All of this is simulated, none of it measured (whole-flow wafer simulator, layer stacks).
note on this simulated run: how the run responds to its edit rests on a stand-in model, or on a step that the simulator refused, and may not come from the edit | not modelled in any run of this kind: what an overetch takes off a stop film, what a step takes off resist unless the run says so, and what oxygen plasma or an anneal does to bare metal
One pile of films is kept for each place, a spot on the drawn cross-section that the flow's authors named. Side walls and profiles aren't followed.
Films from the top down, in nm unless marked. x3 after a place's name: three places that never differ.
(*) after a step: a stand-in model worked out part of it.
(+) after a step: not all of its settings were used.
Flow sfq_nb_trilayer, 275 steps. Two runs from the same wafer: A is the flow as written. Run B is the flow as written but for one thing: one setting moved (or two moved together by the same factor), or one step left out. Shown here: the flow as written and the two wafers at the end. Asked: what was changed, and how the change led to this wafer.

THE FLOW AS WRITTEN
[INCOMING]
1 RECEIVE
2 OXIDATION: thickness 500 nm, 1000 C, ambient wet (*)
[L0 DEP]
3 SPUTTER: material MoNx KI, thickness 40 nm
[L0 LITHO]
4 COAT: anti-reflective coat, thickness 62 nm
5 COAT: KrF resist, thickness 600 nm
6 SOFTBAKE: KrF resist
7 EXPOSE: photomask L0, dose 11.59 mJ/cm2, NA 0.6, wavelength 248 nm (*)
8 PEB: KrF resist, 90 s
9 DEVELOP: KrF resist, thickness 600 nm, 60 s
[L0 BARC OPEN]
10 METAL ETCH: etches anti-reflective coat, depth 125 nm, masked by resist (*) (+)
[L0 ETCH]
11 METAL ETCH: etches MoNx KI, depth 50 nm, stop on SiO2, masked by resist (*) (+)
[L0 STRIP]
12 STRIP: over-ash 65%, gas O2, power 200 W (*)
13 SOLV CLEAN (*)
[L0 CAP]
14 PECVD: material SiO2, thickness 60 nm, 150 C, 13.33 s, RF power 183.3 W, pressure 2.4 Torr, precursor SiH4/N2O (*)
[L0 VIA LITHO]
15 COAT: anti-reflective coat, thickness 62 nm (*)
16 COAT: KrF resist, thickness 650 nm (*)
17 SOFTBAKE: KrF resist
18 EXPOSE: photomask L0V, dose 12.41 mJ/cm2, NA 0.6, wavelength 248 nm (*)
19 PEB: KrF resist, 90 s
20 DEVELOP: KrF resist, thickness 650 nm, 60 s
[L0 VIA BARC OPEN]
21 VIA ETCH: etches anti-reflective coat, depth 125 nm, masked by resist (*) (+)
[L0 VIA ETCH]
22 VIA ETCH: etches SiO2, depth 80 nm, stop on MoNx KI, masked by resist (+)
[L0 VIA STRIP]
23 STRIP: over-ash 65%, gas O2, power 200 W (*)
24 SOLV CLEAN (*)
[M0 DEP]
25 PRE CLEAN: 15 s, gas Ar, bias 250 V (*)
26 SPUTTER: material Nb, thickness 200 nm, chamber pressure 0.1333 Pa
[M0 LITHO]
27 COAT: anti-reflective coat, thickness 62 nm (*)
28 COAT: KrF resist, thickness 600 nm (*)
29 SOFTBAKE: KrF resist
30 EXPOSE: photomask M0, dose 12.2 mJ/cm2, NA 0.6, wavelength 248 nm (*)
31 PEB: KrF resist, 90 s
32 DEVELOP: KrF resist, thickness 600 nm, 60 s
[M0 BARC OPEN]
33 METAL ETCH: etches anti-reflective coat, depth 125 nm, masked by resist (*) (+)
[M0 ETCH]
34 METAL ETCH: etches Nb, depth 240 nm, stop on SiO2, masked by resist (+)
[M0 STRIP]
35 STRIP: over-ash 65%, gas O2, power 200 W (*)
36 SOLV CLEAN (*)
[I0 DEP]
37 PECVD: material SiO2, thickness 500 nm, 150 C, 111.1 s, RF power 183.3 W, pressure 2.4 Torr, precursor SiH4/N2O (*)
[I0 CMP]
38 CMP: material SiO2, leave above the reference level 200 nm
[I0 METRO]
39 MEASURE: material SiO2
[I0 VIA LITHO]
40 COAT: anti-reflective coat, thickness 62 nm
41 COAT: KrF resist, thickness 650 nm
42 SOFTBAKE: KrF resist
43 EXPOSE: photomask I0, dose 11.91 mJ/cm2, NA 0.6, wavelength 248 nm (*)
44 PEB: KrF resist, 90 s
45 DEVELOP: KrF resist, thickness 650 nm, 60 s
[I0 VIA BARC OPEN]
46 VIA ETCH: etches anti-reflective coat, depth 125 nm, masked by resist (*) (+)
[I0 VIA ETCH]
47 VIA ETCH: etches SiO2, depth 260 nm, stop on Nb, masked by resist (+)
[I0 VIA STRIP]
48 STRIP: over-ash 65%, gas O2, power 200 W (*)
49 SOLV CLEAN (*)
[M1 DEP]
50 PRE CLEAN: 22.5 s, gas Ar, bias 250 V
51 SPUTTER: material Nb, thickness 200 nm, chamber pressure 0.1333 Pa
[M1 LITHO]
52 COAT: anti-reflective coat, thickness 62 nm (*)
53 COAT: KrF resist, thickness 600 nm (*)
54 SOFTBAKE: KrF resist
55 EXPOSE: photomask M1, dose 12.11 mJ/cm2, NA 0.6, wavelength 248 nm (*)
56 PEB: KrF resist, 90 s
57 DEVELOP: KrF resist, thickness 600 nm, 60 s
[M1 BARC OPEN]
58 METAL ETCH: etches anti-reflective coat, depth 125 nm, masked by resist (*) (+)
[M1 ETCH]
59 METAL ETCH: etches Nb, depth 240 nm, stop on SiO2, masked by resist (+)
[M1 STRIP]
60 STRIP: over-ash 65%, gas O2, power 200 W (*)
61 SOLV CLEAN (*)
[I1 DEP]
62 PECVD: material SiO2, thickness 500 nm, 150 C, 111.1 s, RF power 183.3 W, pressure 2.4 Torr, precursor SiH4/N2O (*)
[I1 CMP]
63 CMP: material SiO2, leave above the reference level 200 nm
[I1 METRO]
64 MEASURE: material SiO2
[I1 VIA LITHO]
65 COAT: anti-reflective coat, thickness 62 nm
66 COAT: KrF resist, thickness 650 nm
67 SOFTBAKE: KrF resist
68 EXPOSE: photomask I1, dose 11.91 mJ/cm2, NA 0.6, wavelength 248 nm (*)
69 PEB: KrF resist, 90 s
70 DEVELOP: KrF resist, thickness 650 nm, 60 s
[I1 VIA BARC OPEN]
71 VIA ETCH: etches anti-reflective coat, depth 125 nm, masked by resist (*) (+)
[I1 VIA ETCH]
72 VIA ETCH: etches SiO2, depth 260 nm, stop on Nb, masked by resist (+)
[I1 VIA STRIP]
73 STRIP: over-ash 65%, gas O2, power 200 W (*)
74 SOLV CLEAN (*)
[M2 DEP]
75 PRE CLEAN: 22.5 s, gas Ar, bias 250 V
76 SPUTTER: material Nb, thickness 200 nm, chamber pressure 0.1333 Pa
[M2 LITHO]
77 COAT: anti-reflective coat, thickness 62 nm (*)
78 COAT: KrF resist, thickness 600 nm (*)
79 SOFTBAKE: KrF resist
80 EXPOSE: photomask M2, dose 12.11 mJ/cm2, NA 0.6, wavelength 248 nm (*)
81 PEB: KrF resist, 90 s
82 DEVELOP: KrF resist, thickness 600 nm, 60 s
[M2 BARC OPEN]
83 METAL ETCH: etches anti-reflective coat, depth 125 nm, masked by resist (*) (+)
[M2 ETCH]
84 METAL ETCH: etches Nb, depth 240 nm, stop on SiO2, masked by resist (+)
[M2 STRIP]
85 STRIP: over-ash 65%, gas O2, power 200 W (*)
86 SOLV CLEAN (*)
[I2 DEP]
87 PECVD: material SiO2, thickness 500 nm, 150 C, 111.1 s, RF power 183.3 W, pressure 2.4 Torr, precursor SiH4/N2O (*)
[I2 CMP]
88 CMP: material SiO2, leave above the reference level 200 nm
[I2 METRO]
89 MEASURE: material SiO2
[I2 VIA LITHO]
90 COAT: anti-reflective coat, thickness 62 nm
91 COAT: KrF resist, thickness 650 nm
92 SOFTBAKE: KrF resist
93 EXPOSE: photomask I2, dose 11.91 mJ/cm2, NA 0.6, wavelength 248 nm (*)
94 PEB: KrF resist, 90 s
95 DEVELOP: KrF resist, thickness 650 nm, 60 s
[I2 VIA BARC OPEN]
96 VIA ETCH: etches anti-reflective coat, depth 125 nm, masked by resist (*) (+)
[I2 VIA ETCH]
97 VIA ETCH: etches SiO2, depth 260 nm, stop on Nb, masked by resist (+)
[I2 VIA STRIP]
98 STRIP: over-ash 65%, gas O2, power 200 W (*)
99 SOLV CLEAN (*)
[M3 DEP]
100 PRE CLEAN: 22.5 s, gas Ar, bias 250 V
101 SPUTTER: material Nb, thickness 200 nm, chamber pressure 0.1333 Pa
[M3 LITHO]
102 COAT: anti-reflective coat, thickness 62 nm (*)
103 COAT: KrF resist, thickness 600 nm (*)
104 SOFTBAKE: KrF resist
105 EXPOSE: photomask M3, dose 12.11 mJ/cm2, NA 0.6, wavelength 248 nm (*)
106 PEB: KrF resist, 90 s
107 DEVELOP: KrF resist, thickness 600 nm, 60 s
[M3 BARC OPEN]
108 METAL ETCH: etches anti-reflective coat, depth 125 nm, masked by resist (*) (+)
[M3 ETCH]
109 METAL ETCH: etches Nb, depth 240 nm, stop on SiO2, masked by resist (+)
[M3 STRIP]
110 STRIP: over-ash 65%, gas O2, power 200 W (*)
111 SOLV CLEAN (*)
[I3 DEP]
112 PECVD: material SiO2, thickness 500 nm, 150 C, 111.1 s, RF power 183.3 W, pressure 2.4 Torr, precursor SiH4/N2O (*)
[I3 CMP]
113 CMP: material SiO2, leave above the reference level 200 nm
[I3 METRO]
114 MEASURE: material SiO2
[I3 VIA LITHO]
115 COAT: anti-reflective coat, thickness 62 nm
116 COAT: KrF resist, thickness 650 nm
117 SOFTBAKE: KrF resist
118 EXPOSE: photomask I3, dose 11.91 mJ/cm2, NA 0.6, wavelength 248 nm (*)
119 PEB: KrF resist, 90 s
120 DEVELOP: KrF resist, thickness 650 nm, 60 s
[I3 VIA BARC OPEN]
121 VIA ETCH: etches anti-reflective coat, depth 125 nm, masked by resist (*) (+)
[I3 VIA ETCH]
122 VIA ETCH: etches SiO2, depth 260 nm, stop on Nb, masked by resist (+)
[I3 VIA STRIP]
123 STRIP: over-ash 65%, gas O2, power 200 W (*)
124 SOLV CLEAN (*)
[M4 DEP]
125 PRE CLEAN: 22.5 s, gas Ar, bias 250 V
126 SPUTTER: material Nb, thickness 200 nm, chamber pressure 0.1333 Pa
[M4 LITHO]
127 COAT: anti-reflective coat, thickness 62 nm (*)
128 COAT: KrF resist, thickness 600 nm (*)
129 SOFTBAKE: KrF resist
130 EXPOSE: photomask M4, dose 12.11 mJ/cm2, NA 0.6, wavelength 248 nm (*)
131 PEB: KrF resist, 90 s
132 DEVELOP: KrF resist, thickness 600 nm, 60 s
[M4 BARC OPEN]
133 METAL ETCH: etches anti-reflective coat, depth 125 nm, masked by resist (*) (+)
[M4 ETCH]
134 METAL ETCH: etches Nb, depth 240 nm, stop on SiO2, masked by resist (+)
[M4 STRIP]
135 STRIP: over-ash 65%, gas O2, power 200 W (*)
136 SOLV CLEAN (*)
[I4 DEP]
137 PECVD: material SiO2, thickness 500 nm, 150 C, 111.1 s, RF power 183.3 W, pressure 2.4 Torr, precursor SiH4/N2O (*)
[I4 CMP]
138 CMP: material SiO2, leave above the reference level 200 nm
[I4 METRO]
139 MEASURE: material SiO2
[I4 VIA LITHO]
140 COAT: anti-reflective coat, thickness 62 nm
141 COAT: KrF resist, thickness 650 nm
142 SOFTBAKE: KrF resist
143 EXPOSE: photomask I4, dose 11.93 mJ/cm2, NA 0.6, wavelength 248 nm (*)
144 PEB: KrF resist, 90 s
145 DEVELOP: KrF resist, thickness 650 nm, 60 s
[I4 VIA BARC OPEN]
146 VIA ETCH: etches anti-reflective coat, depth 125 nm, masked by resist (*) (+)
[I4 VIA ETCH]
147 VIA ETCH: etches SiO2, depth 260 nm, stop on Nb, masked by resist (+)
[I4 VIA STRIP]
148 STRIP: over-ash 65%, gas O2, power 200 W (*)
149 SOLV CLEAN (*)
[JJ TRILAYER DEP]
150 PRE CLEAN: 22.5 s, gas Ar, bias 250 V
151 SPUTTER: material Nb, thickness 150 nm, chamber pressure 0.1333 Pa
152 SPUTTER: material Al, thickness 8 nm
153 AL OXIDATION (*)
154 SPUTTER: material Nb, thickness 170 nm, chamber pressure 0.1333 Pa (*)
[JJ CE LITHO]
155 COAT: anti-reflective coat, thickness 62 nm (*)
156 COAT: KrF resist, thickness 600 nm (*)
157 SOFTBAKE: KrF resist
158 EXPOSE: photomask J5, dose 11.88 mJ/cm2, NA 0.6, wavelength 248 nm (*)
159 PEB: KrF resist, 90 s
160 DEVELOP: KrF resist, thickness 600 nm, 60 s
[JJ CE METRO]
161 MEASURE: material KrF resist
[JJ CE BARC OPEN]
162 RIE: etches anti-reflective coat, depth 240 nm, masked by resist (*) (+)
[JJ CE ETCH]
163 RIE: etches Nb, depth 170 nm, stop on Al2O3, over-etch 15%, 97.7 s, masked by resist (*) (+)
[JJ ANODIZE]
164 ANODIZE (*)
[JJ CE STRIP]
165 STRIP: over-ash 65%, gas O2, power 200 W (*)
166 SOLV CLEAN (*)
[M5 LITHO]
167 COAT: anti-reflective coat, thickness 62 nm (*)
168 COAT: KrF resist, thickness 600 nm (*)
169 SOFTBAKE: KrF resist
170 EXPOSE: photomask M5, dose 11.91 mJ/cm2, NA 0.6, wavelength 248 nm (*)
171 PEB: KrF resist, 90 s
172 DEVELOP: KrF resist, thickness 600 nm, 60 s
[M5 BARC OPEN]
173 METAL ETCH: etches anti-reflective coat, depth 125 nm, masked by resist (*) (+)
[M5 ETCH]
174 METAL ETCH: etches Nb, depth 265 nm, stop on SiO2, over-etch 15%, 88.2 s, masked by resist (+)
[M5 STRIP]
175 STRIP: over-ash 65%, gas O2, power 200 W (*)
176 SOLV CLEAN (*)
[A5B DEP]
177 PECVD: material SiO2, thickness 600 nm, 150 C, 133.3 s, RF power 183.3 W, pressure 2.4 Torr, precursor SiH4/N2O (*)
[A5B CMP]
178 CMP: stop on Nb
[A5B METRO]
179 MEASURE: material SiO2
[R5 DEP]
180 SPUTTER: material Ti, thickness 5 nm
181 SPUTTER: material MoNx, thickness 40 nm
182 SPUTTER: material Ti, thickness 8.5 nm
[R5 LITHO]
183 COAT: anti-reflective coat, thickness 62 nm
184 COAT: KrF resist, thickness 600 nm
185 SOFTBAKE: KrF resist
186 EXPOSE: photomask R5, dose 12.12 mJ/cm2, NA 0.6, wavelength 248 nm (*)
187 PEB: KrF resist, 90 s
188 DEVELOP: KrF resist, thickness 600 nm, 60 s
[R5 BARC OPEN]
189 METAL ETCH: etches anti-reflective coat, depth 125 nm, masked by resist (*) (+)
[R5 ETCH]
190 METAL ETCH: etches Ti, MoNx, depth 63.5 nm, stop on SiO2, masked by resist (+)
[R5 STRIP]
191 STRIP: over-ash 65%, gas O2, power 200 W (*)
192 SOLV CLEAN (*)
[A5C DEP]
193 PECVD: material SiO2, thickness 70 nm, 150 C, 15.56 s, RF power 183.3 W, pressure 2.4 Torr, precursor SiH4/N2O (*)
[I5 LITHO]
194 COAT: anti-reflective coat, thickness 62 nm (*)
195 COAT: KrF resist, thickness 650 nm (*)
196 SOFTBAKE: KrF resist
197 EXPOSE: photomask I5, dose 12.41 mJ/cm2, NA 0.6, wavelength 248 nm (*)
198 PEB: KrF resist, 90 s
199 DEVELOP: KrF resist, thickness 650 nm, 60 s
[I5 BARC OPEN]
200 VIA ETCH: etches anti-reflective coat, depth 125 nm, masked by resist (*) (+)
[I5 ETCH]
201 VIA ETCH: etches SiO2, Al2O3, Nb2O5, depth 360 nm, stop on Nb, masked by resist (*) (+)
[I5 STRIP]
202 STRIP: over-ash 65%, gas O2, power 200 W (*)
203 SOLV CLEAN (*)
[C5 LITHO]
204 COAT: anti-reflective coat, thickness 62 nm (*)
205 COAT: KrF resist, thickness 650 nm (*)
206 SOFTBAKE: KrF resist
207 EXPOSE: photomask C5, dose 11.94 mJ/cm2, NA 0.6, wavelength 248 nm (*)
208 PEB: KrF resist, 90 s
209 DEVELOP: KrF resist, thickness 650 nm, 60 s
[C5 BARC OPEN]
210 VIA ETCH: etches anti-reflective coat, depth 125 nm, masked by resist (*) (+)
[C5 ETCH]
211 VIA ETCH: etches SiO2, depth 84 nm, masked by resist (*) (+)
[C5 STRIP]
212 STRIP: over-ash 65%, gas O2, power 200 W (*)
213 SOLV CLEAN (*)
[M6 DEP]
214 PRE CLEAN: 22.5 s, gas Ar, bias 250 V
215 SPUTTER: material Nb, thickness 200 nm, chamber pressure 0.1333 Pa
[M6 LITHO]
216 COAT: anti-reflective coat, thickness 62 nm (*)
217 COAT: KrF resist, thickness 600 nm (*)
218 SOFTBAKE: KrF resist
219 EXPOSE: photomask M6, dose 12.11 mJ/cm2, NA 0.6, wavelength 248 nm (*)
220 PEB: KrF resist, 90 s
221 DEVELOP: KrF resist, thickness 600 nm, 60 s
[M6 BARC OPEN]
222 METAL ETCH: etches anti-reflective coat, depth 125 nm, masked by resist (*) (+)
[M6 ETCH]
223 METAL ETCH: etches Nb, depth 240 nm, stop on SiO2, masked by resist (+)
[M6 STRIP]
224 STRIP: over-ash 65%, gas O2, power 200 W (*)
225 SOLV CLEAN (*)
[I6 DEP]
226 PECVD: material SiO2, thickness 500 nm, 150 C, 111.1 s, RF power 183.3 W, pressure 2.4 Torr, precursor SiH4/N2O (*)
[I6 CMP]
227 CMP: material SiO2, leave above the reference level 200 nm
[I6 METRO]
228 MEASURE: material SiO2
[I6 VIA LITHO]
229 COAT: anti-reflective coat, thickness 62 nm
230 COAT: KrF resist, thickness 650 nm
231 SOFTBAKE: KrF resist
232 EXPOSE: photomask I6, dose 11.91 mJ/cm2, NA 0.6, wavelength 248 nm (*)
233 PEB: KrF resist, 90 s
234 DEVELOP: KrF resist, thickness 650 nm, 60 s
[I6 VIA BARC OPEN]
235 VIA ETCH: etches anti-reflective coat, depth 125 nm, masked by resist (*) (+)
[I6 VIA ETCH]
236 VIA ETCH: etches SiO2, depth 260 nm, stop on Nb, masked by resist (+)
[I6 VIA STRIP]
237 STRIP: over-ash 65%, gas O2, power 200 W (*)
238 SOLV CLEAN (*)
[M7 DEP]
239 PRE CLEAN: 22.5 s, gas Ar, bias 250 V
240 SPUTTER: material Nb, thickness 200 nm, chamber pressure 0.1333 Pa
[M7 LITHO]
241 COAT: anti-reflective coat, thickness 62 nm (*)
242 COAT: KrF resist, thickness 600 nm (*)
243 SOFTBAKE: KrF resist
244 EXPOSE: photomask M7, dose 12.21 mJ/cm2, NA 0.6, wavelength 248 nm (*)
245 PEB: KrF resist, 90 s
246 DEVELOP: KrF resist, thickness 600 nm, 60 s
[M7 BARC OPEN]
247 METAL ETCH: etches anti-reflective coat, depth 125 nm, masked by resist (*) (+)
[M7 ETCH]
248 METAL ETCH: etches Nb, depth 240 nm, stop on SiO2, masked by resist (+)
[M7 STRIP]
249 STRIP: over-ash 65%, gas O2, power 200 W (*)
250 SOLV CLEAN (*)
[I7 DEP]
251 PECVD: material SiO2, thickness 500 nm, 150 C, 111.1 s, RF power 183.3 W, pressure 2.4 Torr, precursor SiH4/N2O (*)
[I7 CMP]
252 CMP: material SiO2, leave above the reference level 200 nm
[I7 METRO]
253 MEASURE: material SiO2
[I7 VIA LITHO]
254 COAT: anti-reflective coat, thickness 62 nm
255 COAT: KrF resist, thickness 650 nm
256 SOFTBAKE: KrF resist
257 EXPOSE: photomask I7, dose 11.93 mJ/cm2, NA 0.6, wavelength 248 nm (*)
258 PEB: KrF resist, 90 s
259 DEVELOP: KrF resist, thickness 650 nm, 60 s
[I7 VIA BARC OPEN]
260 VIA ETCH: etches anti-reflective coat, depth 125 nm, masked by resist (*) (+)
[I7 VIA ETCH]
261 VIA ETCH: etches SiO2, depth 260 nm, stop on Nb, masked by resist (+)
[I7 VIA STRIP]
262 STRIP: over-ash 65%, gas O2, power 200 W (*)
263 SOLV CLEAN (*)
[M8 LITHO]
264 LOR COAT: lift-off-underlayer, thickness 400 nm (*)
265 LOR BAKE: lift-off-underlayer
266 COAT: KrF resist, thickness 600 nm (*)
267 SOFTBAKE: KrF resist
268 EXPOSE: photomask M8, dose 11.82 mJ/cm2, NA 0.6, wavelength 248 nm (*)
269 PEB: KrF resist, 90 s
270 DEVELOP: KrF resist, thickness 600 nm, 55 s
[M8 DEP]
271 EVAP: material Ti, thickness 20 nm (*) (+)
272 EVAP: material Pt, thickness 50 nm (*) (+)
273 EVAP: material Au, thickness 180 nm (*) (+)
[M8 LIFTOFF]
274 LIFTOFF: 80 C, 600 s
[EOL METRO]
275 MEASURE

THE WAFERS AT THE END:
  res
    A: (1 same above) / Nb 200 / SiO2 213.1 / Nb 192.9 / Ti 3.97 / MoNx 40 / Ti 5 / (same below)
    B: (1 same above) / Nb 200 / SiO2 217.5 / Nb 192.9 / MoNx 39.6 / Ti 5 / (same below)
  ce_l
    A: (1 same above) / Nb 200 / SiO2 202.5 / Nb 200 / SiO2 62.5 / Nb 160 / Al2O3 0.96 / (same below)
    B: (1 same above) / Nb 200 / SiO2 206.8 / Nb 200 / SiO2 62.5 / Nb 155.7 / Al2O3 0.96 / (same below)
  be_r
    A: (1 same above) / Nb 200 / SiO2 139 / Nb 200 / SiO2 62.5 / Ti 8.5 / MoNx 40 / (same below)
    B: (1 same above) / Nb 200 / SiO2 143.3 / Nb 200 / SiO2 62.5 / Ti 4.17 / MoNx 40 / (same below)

The cause: step 182, SPUTTER: thickness 4.17 nm was run, where the flow has thickness 8.5 nm.
It can be read off the wafer: be_r has Ti 4.17, and step 182 as written asks for 8.5 nm.

How the change led to this, step by step:
  182 SPUTTER: material Ti, thickness 8.5 nm
      field_l, v_sur, via_wl and 103 more: A Ti +8.5 (new film) | B Ti +4.17 (new film)
  190 METAL ETCH: etches Ti, MoNx, depth 63.5 nm, stop on SiO2, masked by resist (+)
      field_l, v_sur, via_wl and 92 more: A Ti -8.5 (all of it), MoNx -40 (all of it), Ti -5 (all of it) | B Ti -4.17 (all of it), MoNx -40 (all of it), Ti -5 (all of it)
      ce_l, c5j, ce_r, wl_jj: A Ti -8.5 (all of it), MoNx -40 (all of it), Ti -5 (all of it), Nb -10 | B Ti -4.17 (all of it), MoNx -40 (all of it), Ti -5 (all of it), Nb -14.3
  194 COAT: anti-reflective coat, thickness 62 nm (*)
      r5r_spacepad_l, r5r_spacepad_r: A anti-reflective coat +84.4 (new film) | B anti-reflective coat +82.5 (new film)
      ce_l: A anti-reflective coat +67.2 (new film) | B anti-reflective coat +69.1 (new film)
      (and at 2 more places)
  202 STRIP: over-ash 65%, gas O2, power 200 W (*)
      r5r_spacepad_l, r5r_spacepad_r: A KrF resist -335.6 (all of it), anti-reflective coat -84.4 (all of it) | B KrF resist -335.5 (all of it), anti-reflective coat -82.5 (all of it)
      ce_l: A KrF resist -341.5 (all of it), anti-reflective coat -67.2 (all of it) | B KrF resist -342.7 (all of it), anti-reflective coat -69.1 (all of it)
      (and at 2 more places)
  204 COAT: anti-reflective coat, thickness 62 nm (*)
      r5r_spacepad_l, r5r_spacepad_r: A anti-reflective coat +84.4 (new film) | B anti-reflective coat +82.5 (new film)
      ce_l: A anti-reflective coat +66 (new film) | B anti-reflective coat +67.9 (new film)
      (and at 2 more places)
  212 STRIP: over-ash 65%, gas O2, power 200 W (*)
      r5r_spacepad_l, r5r_spacepad_r: A KrF resist -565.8 (all of it), anti-reflective coat -84.4 (all of it) | B KrF resist -565.3 (all of it), anti-reflective coat -82.5 (all of it)
      ce_l: A KrF resist -567.4 (all of it), anti-reflective coat -66 (all of it) | B KrF resist -568.2 (all of it), anti-reflective coat -67.9 (all of it)
      (and at 2 more places)
  214 PRE CLEAN: 22.5 s, gas Ar, bias 250 V
      res: A Ti -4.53 | B Ti -4.17 (all of it), MoNx -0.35
  216 COAT: anti-reflective coat, thickness 62 nm (*)
      r5r_spacepad_l, r5r_spacepad_r: A anti-reflective coat +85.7 (new film) | B anti-reflective coat +83.6 (new film)
      ce_l: A anti-reflective coat +48 (new film) | B anti-reflective coat +49.4 (new film)
      (and at 2 more places)
  222 METAL ETCH: etches anti-reflective coat, depth 125 nm, masked by resist (*) (+)
      r5r_spacepad_l, r5r_spacepad_r: A anti-reflective coat -85.7 (all of it) | B anti-reflective coat -83.6 (all of it)
  224 STRIP: over-ash 65%, gas O2, power 200 W (*)
      ce_l: A KrF resist -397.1 (all of it), anti-reflective coat -48 (all of it) | B KrF resist -398.7 (all of it), anti-reflective coat -49.4 (all of it)
      ce_r: A KrF resist -403.5 (all of it), anti-reflective coat -48.8 (all of it) | B KrF resist -404.7 (all of it), anti-reflective coat -50.1 (all of it)
      (and at 1 more place)
  227 CMP: material SiO2, leave above the reference level 200 nm
      r5r_line_l, r5r_line_c, r5r_line_r: A SiO2 -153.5 | B SiO2 -149.2
      r5r_spacepad_l, r5r_spacepad_r: A SiO2 -153.5 | B SiO2 -146.7
